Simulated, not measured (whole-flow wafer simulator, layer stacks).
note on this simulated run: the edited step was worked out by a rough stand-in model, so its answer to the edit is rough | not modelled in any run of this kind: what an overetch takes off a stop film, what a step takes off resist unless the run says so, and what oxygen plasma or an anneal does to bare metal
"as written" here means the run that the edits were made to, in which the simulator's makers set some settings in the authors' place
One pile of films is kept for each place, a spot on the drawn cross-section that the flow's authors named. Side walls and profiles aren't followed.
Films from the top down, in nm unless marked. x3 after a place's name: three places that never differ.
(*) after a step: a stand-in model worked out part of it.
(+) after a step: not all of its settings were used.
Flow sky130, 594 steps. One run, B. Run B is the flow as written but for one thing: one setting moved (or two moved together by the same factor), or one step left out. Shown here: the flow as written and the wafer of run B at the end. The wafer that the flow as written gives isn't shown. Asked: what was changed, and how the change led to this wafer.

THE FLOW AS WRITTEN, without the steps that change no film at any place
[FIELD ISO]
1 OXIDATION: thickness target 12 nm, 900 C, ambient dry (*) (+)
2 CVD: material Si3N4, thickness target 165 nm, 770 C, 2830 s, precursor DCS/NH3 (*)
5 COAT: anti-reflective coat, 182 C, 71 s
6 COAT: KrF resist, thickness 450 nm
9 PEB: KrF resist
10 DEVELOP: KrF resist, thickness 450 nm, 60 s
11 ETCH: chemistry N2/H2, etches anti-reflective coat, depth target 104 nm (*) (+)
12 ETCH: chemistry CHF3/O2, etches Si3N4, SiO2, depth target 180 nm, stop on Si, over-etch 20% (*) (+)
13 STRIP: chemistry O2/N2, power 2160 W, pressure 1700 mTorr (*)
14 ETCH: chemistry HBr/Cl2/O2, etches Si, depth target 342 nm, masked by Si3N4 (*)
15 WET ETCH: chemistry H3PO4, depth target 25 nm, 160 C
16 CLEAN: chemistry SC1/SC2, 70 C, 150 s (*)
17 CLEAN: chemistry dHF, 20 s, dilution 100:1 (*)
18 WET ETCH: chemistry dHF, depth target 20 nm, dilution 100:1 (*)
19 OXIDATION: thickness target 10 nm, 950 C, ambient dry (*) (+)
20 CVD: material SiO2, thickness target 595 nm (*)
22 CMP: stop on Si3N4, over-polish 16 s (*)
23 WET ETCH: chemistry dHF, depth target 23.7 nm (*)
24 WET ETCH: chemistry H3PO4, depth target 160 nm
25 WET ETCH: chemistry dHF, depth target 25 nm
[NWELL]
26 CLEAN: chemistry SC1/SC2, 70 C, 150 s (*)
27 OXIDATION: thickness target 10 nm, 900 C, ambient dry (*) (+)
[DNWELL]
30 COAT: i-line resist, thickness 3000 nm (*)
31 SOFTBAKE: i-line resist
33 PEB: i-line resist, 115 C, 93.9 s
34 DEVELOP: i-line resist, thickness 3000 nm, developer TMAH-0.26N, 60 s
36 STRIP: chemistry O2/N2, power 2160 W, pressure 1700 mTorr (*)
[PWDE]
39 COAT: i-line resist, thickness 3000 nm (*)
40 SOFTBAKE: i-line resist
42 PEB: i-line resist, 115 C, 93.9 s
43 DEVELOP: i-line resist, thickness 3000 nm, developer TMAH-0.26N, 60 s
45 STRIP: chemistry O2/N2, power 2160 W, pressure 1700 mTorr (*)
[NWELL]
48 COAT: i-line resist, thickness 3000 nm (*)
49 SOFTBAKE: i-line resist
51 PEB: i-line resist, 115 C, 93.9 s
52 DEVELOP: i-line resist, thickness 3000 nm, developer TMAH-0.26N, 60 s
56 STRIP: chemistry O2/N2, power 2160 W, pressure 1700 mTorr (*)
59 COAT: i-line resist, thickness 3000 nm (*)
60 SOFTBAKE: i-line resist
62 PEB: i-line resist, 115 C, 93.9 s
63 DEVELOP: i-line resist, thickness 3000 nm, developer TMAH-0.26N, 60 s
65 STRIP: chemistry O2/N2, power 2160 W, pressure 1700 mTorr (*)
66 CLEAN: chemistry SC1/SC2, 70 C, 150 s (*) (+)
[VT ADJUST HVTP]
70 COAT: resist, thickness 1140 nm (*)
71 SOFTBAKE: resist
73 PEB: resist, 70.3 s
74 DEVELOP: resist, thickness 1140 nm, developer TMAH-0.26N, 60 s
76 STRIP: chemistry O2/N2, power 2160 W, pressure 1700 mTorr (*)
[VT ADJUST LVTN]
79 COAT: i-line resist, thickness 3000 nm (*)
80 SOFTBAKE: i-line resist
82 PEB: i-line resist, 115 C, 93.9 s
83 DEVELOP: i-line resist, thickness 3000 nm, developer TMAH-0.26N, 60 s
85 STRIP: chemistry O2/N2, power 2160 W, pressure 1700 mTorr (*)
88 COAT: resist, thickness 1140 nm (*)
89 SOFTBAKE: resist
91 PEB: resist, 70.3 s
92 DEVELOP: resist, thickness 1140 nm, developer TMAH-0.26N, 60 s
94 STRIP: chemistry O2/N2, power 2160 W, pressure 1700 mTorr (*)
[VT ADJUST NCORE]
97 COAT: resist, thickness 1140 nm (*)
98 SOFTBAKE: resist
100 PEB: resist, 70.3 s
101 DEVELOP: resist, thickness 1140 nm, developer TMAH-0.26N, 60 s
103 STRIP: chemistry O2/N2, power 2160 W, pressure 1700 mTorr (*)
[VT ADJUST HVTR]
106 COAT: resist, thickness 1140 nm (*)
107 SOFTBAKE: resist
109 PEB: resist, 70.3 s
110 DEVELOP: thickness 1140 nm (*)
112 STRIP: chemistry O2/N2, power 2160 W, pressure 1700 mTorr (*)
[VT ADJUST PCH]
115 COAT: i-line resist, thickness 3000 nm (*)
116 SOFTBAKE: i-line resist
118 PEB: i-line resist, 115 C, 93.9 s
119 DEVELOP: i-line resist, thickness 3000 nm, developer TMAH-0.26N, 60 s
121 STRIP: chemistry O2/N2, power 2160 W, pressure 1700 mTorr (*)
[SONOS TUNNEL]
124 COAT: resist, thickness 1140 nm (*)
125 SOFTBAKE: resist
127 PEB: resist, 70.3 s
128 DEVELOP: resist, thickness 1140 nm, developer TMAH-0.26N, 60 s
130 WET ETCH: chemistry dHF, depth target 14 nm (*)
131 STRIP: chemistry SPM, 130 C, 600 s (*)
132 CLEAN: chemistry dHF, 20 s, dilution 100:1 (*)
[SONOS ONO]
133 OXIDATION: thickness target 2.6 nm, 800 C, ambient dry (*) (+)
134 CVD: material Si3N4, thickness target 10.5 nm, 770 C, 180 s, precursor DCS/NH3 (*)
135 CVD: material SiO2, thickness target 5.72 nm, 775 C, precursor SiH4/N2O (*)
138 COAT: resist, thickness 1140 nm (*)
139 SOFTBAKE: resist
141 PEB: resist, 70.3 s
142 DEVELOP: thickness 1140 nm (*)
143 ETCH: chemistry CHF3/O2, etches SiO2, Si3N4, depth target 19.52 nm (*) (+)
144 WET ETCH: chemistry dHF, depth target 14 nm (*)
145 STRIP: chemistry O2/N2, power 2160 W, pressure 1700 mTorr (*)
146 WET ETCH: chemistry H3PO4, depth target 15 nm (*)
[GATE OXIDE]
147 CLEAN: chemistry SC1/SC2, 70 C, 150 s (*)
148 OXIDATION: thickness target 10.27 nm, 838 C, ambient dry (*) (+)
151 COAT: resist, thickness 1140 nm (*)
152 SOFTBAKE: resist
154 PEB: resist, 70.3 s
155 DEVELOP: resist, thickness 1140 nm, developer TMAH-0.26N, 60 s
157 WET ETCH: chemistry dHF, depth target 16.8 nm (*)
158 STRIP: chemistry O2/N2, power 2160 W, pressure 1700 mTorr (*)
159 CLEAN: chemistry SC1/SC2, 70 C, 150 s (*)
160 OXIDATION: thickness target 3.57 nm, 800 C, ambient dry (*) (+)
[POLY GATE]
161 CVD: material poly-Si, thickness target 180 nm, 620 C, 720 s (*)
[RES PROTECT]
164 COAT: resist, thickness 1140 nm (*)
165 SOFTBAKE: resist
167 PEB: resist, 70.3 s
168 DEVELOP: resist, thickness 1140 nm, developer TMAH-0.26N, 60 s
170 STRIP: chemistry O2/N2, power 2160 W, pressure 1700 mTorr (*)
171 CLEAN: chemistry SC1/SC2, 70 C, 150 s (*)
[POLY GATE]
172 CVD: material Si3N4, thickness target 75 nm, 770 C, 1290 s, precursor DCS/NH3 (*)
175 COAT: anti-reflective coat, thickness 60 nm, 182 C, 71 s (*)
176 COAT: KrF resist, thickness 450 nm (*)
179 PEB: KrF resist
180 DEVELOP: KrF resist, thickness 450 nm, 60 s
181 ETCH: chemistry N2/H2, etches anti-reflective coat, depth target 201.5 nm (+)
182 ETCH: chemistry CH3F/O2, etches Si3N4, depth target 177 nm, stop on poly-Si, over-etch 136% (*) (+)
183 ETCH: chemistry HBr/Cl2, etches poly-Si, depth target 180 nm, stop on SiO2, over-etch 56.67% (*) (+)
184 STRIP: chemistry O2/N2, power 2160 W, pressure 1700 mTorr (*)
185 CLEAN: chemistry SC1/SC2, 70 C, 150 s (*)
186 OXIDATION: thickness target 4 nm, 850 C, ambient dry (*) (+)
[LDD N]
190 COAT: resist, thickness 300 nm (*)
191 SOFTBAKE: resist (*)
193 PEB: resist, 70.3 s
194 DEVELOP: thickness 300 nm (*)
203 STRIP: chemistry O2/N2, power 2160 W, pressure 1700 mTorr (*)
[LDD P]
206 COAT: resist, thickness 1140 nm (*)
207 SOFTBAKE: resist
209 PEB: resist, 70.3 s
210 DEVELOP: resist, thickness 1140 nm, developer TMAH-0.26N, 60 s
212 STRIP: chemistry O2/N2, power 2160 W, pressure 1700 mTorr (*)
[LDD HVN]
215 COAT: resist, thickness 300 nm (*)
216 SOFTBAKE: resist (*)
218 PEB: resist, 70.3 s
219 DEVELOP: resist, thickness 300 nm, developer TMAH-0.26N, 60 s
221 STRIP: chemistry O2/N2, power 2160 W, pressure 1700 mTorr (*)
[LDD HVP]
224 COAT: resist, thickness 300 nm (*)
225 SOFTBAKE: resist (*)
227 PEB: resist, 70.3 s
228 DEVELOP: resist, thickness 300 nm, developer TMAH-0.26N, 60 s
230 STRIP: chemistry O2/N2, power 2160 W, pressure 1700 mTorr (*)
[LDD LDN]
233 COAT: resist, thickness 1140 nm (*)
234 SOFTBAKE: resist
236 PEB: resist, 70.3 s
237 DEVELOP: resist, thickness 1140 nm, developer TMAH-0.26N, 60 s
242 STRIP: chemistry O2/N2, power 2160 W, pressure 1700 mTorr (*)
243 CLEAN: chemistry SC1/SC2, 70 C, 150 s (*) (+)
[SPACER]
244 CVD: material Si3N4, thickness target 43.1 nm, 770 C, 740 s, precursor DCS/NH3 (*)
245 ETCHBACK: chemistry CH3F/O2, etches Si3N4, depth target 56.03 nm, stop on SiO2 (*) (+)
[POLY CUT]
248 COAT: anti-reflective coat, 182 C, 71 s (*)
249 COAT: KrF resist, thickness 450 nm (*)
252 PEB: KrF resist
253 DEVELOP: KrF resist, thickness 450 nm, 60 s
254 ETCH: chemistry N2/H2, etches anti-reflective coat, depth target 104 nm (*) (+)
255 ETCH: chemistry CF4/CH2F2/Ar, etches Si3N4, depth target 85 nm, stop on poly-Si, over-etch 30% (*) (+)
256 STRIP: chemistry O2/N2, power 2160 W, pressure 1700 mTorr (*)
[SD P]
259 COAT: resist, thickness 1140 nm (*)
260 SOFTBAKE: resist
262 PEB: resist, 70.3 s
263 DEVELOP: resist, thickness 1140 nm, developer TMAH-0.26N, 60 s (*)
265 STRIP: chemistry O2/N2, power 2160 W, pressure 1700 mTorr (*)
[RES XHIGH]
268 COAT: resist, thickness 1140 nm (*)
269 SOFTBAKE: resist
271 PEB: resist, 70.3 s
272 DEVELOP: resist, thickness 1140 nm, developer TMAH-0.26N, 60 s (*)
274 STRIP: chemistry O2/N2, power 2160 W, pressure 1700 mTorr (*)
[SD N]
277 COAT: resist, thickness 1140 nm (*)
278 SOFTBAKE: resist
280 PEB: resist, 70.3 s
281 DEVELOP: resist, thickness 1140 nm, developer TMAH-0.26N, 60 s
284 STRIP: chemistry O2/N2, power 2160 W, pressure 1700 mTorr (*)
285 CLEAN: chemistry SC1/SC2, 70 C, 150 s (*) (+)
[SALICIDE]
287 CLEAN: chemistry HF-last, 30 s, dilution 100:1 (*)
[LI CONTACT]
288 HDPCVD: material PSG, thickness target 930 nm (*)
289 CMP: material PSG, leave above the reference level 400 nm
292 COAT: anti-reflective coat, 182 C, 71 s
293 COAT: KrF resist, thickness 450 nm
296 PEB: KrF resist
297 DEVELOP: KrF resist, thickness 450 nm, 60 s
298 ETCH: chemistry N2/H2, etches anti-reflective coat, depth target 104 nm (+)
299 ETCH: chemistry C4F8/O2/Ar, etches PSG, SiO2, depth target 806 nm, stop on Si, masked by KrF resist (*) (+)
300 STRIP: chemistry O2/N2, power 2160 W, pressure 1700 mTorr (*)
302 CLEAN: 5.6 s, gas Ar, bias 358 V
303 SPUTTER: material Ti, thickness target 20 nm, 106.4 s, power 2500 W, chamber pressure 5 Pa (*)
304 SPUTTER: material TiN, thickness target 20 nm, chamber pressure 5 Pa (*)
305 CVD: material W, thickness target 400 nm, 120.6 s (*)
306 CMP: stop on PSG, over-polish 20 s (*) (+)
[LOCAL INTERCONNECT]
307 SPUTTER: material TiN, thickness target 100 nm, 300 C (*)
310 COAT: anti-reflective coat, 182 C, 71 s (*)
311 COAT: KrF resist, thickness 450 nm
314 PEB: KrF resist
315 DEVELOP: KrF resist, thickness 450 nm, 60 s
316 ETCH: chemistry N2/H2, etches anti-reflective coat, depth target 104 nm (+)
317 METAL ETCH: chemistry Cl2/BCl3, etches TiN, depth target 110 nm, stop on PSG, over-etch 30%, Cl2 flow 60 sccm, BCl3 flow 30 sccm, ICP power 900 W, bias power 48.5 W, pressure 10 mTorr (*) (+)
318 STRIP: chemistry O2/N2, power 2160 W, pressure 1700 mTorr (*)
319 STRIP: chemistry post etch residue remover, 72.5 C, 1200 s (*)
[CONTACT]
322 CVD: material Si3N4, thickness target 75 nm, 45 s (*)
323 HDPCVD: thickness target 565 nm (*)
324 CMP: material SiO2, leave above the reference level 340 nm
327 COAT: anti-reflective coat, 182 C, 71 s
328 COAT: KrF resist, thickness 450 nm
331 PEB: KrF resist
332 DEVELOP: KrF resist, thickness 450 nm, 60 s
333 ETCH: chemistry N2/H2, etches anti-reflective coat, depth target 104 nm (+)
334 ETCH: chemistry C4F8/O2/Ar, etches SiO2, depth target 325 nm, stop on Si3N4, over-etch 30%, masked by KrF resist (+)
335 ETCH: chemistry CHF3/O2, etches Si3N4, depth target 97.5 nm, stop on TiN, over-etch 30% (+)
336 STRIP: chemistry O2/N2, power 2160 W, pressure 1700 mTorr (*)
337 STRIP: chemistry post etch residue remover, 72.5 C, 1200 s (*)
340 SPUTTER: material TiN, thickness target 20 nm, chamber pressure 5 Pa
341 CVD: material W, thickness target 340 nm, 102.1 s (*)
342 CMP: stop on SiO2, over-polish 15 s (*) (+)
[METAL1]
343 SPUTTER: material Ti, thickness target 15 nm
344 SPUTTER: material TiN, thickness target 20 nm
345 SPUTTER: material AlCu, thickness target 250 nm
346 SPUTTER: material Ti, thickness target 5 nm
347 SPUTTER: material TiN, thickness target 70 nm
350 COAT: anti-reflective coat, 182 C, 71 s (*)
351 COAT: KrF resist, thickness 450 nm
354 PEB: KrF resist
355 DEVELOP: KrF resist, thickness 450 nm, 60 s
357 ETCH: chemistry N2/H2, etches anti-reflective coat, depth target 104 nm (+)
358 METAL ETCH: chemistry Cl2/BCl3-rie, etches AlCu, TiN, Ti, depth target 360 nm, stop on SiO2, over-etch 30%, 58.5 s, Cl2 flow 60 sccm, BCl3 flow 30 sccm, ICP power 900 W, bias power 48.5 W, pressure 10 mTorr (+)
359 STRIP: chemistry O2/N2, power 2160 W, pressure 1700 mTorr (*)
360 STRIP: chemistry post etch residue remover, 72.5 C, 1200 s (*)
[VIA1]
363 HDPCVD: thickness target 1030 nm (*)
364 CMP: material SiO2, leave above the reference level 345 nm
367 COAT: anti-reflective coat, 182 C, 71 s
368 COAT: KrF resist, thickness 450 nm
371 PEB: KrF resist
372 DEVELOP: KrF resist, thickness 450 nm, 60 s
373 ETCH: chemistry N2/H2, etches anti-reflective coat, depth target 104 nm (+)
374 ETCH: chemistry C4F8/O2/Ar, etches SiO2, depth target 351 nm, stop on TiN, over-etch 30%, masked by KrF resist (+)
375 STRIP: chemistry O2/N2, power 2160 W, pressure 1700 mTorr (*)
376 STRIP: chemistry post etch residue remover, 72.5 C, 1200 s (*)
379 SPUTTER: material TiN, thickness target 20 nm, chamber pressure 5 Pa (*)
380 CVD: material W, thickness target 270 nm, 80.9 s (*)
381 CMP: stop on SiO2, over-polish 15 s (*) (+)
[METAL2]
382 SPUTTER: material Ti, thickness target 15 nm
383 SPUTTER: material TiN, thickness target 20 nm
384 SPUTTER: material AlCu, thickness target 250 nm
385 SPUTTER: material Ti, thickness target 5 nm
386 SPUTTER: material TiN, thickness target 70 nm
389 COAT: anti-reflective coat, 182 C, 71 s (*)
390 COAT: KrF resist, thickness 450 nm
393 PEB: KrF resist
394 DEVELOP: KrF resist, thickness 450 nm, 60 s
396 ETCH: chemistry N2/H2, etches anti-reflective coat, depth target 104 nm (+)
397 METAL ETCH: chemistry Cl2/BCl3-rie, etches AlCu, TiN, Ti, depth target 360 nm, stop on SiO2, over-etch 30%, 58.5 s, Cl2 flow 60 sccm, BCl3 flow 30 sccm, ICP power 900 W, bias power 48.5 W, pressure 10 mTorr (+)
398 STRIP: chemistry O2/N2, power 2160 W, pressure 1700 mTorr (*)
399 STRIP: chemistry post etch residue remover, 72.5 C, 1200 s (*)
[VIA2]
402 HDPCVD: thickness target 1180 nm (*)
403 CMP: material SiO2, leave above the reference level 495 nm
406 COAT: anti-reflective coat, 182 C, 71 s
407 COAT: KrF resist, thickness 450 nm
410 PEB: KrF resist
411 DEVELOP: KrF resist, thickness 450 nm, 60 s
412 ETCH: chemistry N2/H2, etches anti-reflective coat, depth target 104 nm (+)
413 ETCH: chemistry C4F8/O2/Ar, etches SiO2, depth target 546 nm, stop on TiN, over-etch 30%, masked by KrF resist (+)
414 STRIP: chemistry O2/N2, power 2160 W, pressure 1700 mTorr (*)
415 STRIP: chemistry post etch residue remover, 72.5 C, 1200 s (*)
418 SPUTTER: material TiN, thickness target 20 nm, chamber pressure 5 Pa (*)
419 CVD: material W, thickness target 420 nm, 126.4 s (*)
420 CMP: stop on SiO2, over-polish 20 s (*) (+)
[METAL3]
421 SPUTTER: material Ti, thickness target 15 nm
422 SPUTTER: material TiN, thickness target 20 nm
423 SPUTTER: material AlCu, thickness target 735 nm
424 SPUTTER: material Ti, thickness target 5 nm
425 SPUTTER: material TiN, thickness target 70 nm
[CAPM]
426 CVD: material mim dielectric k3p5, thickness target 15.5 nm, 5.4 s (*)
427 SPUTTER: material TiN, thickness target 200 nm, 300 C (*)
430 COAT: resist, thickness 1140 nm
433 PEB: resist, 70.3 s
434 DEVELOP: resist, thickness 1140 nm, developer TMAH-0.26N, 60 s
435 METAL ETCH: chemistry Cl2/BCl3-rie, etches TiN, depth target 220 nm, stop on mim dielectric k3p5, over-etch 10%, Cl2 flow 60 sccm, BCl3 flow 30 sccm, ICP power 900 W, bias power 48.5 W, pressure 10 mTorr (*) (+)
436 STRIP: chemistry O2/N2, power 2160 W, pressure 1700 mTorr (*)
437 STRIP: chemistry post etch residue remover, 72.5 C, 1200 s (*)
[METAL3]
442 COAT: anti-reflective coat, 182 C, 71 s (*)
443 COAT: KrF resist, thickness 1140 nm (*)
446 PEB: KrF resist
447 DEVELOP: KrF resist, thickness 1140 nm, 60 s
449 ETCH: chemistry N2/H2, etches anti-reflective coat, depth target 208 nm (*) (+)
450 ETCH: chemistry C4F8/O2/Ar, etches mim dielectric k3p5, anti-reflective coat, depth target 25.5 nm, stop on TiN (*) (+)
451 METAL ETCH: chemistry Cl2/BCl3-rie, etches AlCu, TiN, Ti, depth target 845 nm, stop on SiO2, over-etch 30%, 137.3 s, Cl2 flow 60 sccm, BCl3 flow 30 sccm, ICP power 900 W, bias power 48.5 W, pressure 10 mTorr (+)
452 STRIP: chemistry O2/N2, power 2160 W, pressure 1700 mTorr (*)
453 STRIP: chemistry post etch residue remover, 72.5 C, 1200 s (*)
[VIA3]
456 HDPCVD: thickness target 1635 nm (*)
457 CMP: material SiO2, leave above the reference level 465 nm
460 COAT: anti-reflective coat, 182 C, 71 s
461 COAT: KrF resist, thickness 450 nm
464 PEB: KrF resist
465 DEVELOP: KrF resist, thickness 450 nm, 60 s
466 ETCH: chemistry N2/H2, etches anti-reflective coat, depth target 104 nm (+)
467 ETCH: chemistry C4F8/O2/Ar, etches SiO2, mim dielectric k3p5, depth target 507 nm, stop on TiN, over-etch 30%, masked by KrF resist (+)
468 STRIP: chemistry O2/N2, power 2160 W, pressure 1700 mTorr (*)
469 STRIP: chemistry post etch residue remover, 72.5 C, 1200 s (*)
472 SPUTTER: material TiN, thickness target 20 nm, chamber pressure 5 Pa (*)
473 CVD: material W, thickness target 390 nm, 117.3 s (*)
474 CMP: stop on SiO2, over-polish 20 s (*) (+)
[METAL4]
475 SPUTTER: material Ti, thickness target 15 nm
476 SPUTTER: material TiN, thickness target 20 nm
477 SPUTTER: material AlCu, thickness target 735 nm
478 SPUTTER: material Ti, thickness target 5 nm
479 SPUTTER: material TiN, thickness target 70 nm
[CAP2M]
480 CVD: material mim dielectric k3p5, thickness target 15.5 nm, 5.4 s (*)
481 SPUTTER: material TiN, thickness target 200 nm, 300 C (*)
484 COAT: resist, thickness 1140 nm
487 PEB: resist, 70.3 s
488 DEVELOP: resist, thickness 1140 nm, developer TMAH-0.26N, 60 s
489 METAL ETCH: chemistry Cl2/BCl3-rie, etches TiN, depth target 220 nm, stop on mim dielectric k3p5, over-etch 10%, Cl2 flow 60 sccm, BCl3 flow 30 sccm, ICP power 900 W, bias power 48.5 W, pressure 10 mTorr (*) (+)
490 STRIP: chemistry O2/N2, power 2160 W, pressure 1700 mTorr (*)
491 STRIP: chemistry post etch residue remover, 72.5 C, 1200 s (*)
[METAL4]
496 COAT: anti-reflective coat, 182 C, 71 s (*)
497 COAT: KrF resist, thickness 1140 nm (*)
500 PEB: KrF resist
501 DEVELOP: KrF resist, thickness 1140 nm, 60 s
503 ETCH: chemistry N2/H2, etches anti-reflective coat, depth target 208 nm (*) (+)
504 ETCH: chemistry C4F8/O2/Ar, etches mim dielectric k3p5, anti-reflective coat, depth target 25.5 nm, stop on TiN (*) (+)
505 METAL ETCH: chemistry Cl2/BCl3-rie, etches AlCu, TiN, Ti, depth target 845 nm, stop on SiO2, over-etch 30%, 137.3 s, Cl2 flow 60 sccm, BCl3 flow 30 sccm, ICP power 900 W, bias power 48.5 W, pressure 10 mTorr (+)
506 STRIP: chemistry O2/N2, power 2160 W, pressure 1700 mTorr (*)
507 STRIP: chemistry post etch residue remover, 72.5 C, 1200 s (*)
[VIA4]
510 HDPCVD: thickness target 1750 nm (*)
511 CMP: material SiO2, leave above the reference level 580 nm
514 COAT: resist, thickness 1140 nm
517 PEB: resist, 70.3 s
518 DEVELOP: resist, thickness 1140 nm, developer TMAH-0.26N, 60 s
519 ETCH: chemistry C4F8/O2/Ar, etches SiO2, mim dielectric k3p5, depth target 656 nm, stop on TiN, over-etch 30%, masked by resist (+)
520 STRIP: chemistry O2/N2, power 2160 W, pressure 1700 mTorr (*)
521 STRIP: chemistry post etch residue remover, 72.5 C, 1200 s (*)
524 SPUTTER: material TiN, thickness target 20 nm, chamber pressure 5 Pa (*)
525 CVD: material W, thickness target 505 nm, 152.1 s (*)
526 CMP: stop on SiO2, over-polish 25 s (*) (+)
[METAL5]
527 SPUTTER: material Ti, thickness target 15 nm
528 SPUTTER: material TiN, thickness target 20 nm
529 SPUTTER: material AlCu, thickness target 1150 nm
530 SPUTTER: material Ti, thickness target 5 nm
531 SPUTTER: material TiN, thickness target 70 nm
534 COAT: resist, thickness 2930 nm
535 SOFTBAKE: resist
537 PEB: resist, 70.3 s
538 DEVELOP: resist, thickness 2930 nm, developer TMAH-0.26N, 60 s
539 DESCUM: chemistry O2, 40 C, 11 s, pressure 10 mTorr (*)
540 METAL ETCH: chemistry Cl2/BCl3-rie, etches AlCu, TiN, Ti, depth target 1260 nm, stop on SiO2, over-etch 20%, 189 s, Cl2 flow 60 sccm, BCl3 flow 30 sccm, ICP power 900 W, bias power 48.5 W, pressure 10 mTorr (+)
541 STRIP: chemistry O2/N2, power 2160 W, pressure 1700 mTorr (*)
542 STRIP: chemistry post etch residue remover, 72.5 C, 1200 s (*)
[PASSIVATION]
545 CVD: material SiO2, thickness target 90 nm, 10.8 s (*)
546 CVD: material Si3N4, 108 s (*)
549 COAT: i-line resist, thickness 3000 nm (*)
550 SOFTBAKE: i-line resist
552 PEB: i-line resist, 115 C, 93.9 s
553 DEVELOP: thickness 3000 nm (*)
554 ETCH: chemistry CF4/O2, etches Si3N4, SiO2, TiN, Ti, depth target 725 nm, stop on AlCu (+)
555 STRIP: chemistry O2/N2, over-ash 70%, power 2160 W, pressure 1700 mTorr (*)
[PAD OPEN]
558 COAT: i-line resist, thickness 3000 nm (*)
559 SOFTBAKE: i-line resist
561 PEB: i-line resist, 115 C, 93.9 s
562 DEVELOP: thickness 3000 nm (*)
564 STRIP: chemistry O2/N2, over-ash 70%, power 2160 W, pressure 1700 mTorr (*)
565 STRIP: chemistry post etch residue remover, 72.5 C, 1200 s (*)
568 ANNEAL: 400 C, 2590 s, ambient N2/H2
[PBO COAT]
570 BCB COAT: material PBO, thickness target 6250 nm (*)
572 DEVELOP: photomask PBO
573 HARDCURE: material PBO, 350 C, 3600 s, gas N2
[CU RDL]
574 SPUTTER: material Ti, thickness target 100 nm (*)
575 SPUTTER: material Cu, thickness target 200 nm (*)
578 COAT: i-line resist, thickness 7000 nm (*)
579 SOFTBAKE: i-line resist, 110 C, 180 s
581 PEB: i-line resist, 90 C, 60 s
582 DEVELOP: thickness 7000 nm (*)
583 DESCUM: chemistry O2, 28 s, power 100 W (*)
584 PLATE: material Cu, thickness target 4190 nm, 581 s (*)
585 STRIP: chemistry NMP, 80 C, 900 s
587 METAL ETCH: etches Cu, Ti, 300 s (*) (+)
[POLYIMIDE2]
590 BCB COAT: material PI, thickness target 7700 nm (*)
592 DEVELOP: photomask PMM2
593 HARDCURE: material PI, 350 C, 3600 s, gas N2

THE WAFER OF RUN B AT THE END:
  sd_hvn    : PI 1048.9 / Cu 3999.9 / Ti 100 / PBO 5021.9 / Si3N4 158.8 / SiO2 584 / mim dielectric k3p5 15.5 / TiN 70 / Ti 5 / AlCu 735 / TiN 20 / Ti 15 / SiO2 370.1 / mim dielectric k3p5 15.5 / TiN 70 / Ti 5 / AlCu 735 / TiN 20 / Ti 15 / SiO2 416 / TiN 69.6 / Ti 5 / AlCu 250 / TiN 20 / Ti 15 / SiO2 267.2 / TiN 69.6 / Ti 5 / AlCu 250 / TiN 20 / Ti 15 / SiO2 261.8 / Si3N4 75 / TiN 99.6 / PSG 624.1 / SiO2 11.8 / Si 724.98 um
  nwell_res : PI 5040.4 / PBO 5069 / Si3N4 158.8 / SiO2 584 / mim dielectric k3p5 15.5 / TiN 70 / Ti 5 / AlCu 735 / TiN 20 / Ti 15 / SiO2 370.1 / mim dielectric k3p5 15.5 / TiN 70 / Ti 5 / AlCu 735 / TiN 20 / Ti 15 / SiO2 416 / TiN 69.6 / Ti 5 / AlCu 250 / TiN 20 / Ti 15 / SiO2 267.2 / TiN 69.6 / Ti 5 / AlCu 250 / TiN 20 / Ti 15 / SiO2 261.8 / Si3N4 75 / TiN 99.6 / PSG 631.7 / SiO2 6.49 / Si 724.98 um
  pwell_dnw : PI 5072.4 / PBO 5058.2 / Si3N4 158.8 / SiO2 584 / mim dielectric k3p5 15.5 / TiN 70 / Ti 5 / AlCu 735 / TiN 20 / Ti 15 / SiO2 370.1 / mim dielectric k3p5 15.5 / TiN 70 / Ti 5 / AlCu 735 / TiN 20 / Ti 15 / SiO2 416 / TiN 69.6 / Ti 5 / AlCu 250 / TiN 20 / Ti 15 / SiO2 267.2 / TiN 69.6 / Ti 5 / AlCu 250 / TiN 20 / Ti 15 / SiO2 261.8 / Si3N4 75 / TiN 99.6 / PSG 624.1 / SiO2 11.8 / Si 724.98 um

The cause: step 186, OXIDATION: 956 C was run, where the flow has 850 C.

How the change led to this, step by step:
  186 OXIDATION: thickness target 4 nm, 850 C, ambient dry (*) (+)
      field, mim, vpp_sp and 31 more: SiO2 +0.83, Si -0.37 (as written it would be: SiO2 +0.15, Si -0.06)
      active, p_well, spacer and 26 more: SiO2 +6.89, Si -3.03 (as written it would be: SiO2 +1.55, Si -0.68)
      (and at 50 more places)
  190 COAT: resist, thickness 300 nm (*)
      poly_endcap: resist +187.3 (new film) (as written it would be: resist +145.9 (new film))
  191 SOFTBAKE: resist (*)
      poly_endcap: nothing (as written it would be: resist -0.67)
  193 PEB: resist, 70.3 s
      poly_endcap: resist -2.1 (as written it would be: resist -1.56)
  203 STRIP: chemistry O2/N2, power 2160 W, pressure 1700 mTorr (*)
      poly_endcap: resist -185.1 (all of it) (as written it would be: resist -143.6 (all of it))
  206 COAT: resist, thickness 1140 nm (*)
      poly_endcap: resist +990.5 (new film) (as written it would be: resist +955.5 (new film))
  207 SOFTBAKE: resist
      poly_endcap: resist -6.89 (as written it would be: resist -2.26)
  209 PEB: resist, 70.3 s
      poly_endcap: resist -15.5 (as written it would be: resist -14.9)
  212 STRIP: chemistry O2/N2, power 2160 W, pressure 1700 mTorr (*)
      poly_endcap: resist -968 (all of it) (as written it would be: resist -938.3 (all of it))
  215 COAT: resist, thickness 300 nm (*)
      poly_endcap: resist +187.3 (new film) (as written it would be: resist +145.9 (new film))
  216 SOFTBAKE: resist (*)
      poly_endcap: nothing (as written it would be: resist -0.67)
  218 PEB: resist, 70.3 s
      poly_endcap: resist -2.1 (as written it would be: resist -1.56)
  221 STRIP: chemistry O2/N2, power 2160 W, pressure 1700 mTorr (*)
      poly_endcap: resist -185.1 (all of it) (as written it would be: resist -143.6 (all of it))
  224 COAT: resist, thickness 300 nm (*)
      poly_endcap: resist +187.3 (new film) (as written it would be: resist +145.9 (new film))
  225 SOFTBAKE: resist (*)
      poly_endcap: nothing (as written it would be: resist -0.67)
  227 PEB: resist, 70.3 s
      poly_endcap: resist -2.1 (as written it would be: resist -1.56)
  ... 8 more steps ...
  303 SPUTTER: material Ti, thickness target 20 nm, 106.4 s, power 2500 W, chamber pressure 5 Pa (*)
      ndiff_licon_cpp: Ti +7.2 (new film) (as written it would be: Ti +6.53 (new film))
